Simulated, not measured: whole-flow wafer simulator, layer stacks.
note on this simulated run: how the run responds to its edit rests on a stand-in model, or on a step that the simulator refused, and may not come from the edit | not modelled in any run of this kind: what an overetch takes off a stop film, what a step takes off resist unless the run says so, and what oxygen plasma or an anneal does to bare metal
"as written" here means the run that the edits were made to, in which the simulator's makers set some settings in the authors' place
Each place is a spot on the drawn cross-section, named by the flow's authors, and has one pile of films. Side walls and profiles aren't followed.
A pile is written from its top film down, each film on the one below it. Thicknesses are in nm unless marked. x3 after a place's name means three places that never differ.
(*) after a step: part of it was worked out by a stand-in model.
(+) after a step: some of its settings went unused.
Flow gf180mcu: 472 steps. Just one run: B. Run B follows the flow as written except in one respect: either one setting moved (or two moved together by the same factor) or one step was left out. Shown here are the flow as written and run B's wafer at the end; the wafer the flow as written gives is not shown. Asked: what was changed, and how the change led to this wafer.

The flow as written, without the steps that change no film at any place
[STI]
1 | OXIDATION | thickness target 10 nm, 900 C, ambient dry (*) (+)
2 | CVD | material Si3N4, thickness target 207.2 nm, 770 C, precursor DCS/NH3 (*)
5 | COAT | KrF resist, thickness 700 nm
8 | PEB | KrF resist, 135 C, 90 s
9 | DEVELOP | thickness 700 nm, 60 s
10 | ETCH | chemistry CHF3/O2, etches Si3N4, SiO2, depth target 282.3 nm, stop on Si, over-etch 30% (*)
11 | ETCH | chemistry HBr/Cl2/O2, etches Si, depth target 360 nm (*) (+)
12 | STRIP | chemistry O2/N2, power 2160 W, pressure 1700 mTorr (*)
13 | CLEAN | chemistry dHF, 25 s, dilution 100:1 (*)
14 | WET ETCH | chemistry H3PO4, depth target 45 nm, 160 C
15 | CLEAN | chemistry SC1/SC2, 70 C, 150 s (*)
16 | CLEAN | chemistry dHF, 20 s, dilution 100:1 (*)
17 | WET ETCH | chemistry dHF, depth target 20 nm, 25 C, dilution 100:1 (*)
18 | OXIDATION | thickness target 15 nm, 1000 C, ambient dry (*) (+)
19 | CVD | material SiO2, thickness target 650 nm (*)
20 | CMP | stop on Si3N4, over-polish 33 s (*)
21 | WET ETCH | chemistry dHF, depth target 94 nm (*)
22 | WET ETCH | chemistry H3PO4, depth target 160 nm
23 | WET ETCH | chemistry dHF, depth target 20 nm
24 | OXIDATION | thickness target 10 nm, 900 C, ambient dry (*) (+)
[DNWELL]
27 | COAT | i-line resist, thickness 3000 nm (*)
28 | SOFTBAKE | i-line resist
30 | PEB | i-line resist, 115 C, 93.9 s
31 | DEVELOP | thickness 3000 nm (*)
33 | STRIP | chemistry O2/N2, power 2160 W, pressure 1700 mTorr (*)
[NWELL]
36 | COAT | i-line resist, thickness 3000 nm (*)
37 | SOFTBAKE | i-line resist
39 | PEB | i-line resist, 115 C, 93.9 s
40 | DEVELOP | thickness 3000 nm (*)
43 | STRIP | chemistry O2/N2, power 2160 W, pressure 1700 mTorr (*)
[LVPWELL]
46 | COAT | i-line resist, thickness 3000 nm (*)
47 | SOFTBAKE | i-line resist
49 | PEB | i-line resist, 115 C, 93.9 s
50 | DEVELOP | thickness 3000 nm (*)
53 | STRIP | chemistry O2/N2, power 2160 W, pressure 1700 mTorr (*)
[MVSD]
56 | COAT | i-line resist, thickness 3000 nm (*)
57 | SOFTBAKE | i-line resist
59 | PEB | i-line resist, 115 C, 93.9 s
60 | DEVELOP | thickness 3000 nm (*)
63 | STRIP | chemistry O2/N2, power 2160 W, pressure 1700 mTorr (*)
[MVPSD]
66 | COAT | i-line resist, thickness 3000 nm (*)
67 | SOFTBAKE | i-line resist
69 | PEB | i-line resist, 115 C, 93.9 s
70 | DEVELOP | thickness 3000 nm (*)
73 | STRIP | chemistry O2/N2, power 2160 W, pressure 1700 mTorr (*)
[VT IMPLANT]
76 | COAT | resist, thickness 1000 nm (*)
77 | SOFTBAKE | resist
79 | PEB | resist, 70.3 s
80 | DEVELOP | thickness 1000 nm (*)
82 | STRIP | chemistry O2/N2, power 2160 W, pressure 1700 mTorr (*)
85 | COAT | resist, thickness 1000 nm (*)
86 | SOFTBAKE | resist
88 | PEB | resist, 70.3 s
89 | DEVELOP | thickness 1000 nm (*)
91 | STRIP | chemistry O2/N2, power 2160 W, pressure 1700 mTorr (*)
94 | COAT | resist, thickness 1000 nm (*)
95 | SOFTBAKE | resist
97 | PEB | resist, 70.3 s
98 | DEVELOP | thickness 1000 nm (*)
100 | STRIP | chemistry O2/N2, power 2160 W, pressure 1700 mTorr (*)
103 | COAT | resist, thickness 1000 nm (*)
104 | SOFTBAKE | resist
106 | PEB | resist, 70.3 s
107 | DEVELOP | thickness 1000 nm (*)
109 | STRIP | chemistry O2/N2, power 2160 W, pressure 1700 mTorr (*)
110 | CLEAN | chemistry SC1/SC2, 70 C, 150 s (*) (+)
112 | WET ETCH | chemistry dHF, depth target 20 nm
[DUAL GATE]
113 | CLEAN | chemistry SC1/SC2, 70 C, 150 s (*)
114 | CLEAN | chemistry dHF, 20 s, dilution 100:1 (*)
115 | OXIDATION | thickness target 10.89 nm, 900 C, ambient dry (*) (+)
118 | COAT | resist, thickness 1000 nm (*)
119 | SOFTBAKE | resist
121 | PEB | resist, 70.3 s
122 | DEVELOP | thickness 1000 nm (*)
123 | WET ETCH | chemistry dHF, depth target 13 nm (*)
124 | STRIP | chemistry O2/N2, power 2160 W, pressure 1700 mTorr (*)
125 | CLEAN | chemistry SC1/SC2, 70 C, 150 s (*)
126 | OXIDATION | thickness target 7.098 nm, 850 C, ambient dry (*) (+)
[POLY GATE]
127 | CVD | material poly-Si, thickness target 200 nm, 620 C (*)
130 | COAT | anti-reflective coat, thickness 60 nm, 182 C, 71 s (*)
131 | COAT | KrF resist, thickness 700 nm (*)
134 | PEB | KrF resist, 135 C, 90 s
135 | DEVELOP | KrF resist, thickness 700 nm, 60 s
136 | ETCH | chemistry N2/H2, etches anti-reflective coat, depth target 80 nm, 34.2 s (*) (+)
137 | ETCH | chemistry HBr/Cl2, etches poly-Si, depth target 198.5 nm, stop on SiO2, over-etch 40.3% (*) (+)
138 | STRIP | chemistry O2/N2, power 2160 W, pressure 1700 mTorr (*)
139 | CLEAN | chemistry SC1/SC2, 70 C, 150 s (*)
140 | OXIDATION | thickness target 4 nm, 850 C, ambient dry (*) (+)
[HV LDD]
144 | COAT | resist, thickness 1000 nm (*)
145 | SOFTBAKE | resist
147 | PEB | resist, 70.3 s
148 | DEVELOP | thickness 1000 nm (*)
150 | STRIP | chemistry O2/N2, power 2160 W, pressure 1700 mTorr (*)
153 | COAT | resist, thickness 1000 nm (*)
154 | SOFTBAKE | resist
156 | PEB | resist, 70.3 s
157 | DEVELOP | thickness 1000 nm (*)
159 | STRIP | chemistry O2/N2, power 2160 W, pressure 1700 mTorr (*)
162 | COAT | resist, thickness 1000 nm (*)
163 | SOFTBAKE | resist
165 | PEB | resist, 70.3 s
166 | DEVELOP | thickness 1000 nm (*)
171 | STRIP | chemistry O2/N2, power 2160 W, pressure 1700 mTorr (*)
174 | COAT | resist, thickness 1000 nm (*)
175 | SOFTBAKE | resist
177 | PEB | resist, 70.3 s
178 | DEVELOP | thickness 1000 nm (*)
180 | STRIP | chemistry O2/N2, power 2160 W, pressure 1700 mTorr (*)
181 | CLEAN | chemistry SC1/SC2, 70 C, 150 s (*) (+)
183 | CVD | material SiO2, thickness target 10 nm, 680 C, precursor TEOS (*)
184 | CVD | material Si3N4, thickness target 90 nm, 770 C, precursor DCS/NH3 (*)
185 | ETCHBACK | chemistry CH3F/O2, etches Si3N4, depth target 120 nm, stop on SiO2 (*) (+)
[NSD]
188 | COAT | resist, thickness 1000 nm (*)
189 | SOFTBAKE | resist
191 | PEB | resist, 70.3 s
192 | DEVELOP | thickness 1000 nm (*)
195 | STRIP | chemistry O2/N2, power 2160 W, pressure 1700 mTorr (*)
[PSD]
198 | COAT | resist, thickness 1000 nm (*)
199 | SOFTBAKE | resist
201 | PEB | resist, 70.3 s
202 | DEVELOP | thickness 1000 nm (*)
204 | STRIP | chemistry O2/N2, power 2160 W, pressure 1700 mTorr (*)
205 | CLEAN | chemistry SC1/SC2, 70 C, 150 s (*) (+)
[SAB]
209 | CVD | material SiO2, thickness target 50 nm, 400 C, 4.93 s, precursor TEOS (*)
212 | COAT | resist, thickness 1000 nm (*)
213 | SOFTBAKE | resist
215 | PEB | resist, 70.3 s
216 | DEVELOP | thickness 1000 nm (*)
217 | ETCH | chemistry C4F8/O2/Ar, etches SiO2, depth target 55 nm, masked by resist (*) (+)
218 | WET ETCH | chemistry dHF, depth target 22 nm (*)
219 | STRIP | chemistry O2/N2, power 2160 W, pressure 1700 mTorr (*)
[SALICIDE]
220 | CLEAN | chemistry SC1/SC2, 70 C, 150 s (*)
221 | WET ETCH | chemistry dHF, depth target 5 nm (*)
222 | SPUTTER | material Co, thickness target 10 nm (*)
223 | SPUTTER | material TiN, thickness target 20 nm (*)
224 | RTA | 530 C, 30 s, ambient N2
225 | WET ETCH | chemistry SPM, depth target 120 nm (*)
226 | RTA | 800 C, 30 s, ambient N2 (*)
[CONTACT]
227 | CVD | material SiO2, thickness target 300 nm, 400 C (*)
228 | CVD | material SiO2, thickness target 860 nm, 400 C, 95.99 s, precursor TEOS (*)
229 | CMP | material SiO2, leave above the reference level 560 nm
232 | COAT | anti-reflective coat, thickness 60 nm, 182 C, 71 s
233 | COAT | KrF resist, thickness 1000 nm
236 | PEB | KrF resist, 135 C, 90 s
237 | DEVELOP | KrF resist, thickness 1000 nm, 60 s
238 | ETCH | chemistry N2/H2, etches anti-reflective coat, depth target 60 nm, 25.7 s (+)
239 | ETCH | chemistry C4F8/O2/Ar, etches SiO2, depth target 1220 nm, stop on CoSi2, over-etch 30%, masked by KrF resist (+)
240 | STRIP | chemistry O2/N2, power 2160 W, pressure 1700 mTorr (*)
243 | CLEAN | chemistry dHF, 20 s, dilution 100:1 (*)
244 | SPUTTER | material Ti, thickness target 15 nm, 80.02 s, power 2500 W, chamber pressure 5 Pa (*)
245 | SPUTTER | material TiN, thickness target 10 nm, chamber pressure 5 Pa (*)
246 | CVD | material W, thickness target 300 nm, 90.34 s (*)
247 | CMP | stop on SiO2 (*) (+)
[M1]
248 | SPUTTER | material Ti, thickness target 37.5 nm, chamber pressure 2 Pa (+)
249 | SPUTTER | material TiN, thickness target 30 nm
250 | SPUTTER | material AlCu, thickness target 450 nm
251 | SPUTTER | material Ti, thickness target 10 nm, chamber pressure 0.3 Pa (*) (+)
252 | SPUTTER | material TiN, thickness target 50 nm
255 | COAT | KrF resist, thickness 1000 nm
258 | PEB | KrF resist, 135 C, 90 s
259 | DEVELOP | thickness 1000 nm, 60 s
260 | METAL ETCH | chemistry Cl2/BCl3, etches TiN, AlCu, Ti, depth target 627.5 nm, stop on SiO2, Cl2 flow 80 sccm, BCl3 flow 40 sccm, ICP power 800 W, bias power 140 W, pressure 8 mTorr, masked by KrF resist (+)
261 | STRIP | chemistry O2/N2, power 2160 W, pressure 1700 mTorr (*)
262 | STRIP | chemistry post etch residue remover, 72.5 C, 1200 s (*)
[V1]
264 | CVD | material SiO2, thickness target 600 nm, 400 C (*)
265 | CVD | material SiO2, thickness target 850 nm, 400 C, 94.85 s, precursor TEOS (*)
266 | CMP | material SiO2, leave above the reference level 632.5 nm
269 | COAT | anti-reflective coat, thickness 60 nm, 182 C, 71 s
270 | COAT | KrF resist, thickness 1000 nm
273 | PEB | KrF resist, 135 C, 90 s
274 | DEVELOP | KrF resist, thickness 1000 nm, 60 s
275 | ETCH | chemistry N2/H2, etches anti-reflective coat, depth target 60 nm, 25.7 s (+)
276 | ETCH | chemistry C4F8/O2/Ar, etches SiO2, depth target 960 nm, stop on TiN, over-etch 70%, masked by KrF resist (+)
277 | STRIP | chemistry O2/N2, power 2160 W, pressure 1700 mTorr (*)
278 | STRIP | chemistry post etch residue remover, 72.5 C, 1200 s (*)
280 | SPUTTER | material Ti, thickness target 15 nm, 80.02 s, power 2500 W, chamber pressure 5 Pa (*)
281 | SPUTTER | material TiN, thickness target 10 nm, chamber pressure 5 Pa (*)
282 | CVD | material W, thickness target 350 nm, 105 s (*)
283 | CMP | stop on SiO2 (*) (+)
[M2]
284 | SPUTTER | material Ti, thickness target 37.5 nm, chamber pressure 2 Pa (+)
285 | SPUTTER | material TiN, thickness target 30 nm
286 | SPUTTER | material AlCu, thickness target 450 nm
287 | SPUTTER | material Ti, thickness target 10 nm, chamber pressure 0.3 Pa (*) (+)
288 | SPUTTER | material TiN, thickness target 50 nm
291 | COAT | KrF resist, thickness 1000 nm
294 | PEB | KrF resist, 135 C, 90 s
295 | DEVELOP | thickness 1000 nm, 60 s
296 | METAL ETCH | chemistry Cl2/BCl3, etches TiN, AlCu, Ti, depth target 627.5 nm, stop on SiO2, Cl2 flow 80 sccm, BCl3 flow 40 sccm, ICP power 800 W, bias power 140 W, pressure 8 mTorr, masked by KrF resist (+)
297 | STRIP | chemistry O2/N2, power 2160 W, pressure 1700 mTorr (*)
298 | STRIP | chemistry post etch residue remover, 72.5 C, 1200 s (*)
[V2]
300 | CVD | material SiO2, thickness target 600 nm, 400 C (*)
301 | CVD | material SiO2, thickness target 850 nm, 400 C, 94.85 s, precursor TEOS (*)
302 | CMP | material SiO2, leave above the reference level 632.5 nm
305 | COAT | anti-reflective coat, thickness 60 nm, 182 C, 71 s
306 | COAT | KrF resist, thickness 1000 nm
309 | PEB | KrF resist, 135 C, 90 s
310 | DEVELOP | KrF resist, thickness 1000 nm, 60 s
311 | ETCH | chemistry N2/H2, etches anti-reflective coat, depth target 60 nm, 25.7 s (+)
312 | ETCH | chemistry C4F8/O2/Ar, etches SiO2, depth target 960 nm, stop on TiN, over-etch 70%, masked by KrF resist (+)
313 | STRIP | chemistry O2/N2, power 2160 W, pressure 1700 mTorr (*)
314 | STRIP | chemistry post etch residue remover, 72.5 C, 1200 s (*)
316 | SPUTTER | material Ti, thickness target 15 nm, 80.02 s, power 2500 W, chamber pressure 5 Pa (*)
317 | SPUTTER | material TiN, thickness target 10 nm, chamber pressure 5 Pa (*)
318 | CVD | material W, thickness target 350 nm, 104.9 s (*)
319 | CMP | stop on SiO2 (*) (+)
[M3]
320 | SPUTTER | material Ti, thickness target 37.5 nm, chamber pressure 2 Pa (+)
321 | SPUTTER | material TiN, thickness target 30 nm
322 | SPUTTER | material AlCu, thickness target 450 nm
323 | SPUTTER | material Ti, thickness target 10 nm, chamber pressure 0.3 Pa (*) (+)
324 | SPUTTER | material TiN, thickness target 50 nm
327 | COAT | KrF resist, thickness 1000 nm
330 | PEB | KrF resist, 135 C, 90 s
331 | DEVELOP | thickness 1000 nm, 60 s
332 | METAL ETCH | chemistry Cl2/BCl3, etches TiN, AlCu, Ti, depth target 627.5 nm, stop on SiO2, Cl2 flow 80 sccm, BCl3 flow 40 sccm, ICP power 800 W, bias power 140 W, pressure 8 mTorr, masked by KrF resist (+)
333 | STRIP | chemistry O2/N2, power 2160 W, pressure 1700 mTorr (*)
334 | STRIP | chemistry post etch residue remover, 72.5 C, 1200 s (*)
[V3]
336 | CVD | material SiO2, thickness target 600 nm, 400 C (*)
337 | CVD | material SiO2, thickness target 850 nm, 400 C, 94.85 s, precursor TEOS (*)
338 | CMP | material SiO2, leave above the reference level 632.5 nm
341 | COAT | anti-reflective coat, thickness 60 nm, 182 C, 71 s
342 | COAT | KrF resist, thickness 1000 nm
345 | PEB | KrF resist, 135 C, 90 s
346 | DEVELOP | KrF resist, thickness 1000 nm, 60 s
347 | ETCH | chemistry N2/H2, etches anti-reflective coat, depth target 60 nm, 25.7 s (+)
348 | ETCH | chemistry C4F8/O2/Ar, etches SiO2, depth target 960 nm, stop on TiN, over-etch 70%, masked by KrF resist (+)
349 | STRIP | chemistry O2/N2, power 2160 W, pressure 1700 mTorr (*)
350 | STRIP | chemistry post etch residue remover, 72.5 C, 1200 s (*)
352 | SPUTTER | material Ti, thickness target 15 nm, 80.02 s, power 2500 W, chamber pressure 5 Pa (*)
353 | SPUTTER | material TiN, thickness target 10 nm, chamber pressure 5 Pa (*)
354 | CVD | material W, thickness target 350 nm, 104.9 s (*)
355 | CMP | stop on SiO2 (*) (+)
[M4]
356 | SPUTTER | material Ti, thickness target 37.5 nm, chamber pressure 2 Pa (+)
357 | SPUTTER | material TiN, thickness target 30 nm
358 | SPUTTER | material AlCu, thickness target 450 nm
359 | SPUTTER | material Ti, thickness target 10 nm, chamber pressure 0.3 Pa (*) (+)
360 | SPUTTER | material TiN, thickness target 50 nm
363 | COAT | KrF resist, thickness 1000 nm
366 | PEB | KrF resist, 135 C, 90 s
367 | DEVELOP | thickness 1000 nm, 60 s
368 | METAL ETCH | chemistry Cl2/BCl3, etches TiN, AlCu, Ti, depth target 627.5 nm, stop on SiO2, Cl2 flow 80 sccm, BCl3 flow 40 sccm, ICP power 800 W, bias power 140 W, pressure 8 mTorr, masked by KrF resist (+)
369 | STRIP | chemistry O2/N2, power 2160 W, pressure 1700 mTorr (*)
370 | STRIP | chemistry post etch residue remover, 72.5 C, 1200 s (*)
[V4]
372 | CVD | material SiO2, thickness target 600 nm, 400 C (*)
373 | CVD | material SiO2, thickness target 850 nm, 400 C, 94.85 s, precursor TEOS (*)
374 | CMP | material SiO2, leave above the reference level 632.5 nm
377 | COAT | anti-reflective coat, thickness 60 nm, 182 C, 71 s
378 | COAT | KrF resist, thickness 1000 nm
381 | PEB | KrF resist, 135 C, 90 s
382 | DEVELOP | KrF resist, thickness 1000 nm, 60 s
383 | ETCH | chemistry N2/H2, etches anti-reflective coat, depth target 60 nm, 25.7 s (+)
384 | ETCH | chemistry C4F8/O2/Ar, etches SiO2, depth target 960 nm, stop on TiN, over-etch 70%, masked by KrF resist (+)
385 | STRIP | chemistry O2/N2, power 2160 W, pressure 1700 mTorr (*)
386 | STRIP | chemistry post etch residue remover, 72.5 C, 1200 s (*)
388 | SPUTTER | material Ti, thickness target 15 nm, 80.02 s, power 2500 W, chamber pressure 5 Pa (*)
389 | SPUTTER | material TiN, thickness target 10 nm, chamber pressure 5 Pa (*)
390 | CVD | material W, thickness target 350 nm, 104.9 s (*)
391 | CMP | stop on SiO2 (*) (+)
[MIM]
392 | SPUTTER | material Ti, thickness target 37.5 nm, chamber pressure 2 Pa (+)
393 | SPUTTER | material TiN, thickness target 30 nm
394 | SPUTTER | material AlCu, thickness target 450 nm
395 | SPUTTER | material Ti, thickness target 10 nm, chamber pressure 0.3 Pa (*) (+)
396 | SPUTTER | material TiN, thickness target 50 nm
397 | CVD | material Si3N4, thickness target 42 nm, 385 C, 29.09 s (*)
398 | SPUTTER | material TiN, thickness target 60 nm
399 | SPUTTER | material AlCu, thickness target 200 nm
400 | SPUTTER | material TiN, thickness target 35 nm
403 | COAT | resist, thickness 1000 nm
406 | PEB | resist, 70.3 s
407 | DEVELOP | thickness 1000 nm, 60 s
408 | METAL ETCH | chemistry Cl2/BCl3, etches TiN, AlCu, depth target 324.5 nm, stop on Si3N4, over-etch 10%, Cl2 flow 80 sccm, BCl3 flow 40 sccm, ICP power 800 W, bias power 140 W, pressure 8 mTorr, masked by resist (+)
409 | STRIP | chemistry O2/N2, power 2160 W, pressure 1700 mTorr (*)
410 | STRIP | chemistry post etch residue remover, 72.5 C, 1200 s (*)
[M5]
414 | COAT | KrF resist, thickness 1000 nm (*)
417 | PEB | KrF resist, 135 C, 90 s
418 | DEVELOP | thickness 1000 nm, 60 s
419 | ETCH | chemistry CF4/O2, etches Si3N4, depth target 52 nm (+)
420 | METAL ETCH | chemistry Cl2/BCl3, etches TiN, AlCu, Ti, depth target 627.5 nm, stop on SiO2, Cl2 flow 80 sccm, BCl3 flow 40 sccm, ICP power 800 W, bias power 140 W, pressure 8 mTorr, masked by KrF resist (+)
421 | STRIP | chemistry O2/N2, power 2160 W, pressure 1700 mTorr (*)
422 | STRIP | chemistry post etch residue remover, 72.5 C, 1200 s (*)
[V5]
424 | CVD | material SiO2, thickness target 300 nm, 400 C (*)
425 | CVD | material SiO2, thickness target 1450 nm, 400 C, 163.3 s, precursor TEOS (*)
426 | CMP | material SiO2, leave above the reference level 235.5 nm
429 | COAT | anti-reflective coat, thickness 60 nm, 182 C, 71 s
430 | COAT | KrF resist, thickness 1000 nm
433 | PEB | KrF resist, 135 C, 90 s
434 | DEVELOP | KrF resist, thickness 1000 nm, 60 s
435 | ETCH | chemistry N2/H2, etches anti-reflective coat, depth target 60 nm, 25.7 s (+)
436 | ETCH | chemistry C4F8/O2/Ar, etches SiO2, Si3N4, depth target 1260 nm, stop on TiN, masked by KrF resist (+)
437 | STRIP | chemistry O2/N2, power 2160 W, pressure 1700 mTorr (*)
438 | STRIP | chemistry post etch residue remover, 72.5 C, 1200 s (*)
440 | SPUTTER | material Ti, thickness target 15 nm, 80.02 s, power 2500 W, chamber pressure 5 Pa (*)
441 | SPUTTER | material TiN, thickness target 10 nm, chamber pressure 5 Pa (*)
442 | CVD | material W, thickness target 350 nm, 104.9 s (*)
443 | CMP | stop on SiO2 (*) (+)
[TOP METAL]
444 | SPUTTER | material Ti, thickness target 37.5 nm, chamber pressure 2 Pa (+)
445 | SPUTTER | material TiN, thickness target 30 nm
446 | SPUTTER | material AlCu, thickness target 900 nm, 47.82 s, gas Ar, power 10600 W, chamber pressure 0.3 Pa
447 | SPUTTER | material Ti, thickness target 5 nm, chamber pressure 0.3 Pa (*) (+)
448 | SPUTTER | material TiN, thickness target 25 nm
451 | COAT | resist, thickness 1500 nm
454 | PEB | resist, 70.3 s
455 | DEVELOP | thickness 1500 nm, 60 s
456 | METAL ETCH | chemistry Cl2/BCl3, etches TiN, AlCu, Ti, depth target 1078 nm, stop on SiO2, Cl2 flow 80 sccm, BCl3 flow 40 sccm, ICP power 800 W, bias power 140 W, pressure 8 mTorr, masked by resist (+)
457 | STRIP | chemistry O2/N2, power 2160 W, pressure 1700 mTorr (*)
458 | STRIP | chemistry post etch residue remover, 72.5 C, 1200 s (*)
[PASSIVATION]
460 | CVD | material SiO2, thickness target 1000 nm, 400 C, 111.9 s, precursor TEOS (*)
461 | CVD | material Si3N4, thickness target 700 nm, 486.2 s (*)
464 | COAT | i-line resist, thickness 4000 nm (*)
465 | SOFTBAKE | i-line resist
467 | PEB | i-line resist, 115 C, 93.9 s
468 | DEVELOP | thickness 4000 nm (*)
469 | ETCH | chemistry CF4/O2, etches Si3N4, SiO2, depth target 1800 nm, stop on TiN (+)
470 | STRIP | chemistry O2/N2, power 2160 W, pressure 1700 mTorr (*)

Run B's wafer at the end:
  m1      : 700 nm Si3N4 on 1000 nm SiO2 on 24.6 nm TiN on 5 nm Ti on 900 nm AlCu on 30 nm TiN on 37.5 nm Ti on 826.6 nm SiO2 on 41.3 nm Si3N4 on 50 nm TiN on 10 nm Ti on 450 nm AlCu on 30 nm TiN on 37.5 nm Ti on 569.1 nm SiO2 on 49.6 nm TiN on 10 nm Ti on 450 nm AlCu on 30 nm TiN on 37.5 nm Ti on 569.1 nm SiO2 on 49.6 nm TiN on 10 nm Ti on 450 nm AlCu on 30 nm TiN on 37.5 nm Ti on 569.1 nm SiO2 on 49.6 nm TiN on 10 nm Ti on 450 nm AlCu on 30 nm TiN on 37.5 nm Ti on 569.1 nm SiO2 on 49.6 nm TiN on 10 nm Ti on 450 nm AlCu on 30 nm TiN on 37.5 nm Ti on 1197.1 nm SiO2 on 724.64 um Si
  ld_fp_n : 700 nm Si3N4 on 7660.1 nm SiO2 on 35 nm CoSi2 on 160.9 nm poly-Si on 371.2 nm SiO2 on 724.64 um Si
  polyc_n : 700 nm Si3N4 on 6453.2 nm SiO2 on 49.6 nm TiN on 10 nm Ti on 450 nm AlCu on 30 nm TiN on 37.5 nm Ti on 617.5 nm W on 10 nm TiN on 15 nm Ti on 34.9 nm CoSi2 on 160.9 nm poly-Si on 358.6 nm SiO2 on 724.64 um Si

What caused this: step 23, WET ETCH: depth target 27.5 nm was run, while the flow as written has depth target 20 nm.

Step by step, how the change led to this:
  23 | WET ETCH | chemistry dHF, depth target 20 nm
      field, field_sub, sti and 34 more: -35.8 SiO2 (in the flow as written it would be: -26 SiO2)
  28 | SOFTBAKE | i-line resist
      ldn_fp, ldn_drn: +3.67 i-line resist (in the flow as written it would be: +4.83 i-line resist)
      field: +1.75 i-line resist (in the flow as written it would be: +2.45 i-line resist)
      (also at 32 further places)
  37 | SOFTBAKE | i-line resist
      ldn_fp, ldn_drn: +3.67 i-line resist (in the flow as written it would be: +4.83 i-line resist)
      field: +1.75 i-line resist (in the flow as written it would be: +2.45 i-line resist)
      (also at 32 further places)
  47 | SOFTBAKE | i-line resist
      ldn_fp, ldn_drn: +3.67 i-line resist (in the flow as written it would be: +4.83 i-line resist)
      field: +1.75 i-line resist (in the flow as written it would be: +2.45 i-line resist)
      (also at 32 further places)
  57 | SOFTBAKE | i-line resist
      ldn_fp, ldn_drn: +3.67 i-line resist (in the flow as written it would be: +4.83 i-line resist)
      field: +1.75 i-line resist (in the flow as written it would be: +2.45 i-line resist)
      (also at 32 further places)
  67 | SOFTBAKE | i-line resist
      ldn_fp, ldn_drn: +3.67 i-line resist (in the flow as written it would be: +4.83 i-line resist)
      field: +1.75 i-line resist (in the flow as written it would be: +2.45 i-line resist)
      (also at 32 further places)
  119 | SOFTBAKE | resist
      gate_p_hv: +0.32 resist (in the flow as written it would be: +0.83 resist)
  130 | COAT | anti-reflective coat, thickness 60 nm, 182 C, 71 s (*)
      p_well, spacer, sd_n: +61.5 anti-reflective coat (new film) (in the flow as written it would be: +70.9 anti-reflective coat (new film))
      ldn_ch, ldp_ch: +63.4 anti-reflective coat (new film) (in the flow as written it would be: +66.7 anti-reflective coat (new film))
      (also at 70 further places)
  136 | ETCH | chemistry N2/H2, etches anti-reflective coat, depth target 80 nm, 34.2 s (*) (+)
      p_well, spacer, sd_n: -61.5 anti-reflective coat (all of it), -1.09 poly-Si (in the flow as written it would be: -70.9 anti-reflective coat (all of it), -0.85 poly-Si)
      ldn_dft, ldp_dft: -53.8 anti-reflective coat (all of it), -1.29 poly-Si (in the flow as written it would be: -48.7 anti-reflective coat (all of it), -1.42 poly-Si)
      (also at 49 further places)
  138 | STRIP | chemistry O2/N2, power 2160 W, pressure 1700 mTorr (*)
      gate: +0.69 chemical SiO2 (new film), -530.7 KrF resist (all of it), -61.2 anti-reflective coat (all of it), -0.3 poly-Si (in the flow as written it would be: +0.68 chemical SiO2 (new film), -531.7 KrF resist (all of it), -65.5 anti-reflective coat (all of it), -0.3 poly-Si)
      gate_hv: +0.69 chemical SiO2 (new film), -526.1 KrF resist (all of it), -59.5 anti-reflective coat (all of it), -0.3 poly-Si (in the flow as written it would be: +0.68 chemical SiO2 (new film), -528.4 KrF resist (all of it), -61 anti-reflective coat (all of it), -0.3 poly-Si)
      (also at 19 further places)
  145 | SOFTBAKE | resist
      field: +2.78 resist (in the flow as written it would be: -0.3 resist)
      nw_enc_fld_lv__w3: -0.91 resist (in the flow as written it would be: +2.63 resist)
      (also at 1 further place)
  154 | SOFTBAKE | resist
      field: +2.78 resist (in the flow as written it would be: -0.3 resist)
      nw_enc_fld_lv__w3: -0.91 resist (in the flow as written it would be: +2.63 resist)
      (also at 1 further place)
  163 | SOFTBAKE | resist
      field: +2.78 resist (in the flow as written it would be: -0.3 resist)
      nw_enc_fld_lv__w3: -0.91 resist (in the flow as written it would be: +2.63 resist)
      (also at 1 further place)
  175 | SOFTBAKE | resist
      field: +2.78 resist (in the flow as written it would be: -0.3 resist)
      nw_enc_fld_lv__w3: -0.91 resist (in the flow as written it would be: +2.63 resist)
      (also at 1 further place)
  189 | SOFTBAKE | resist
      active_hv: -0.62 resist (in the flow as written it would be: +2.68 resist)
      nw_enc_fld_lv__w3: -1.7 resist (in the flow as written it would be: +2.11 resist)
      (also at 1 further place)
  199 | SOFTBAKE | resist
      active_hv: -0.62 resist (in the flow as written it would be: +2.68 resist)
      nw_enc_fld_lv__w3: -1.7 resist (in the flow as written it would be: +2.11 resist)
      (also at 1 further place)
  ... another 4 steps ...
  229 | CMP | material SiO2, leave above the reference level 560 nm
      ldn_sep__w1, ldn_sep__w2, ldn_dft and 8 more: -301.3 SiO2 (in the flow as written it would be: -311 SiO2)
      sti, mim_1p0, pad, dice_street, iso_nw_fld, iso_fld_sub: -287.1 SiO2 (in the flow as written it would be: -296.8 SiO2)
      (also at 38 further places)
